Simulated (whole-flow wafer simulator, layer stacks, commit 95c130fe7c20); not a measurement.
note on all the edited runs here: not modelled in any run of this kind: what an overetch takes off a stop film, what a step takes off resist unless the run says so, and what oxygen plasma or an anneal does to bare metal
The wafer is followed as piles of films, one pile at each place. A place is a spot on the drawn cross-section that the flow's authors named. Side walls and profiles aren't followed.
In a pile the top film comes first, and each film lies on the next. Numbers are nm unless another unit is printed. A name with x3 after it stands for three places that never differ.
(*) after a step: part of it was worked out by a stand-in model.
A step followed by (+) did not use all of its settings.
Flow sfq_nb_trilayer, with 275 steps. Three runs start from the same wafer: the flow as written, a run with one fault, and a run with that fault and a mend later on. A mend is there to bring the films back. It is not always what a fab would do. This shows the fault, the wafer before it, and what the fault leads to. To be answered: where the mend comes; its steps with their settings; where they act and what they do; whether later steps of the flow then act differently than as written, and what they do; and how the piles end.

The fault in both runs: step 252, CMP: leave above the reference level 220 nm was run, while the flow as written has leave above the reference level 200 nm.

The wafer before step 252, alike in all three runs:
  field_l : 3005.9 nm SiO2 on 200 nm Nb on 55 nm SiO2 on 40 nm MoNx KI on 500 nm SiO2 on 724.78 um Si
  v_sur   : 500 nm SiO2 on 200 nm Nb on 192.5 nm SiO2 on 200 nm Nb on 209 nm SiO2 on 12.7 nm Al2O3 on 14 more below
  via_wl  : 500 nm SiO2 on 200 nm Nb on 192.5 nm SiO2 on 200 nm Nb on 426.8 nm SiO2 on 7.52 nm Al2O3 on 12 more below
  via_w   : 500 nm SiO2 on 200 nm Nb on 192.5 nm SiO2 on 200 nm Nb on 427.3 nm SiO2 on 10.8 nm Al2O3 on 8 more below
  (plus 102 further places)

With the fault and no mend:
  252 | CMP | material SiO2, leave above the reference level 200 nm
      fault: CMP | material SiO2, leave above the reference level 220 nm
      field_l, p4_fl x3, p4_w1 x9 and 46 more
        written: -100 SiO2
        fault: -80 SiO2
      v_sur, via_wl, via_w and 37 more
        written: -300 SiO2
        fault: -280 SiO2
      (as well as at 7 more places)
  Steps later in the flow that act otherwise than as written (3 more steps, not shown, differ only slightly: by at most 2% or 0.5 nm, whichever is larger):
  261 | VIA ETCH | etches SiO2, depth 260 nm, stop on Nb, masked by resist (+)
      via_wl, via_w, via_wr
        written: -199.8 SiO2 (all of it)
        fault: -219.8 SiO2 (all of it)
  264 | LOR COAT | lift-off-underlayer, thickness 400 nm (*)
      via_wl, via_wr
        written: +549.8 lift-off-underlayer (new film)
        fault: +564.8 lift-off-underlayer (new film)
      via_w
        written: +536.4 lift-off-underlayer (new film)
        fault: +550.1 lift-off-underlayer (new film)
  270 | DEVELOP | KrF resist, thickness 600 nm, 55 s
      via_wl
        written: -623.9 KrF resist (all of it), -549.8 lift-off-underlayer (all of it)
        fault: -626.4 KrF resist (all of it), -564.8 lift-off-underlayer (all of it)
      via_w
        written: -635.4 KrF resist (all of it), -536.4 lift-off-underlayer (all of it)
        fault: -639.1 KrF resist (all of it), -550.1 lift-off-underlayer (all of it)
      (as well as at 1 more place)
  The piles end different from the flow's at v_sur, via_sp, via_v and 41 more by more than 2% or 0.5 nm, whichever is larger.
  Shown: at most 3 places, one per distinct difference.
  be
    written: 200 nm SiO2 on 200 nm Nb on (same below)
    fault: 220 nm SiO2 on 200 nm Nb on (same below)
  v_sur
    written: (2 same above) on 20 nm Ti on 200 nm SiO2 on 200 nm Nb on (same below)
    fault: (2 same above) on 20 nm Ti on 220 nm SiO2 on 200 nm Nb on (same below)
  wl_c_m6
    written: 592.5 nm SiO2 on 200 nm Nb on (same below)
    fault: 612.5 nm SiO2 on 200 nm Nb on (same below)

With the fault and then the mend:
  After step 253 comes the mend.
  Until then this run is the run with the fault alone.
  253a | CMP | material SiO2, leave above the reference level 200 nm (the flow's step 252, run once more)
      field_l, v_sur, via_wl and 103 more
        -20 SiO2
  Every later step of the flow that is run acts as written at every place that is followed.
  At every place that both follow, the piles at the end match the flow's.
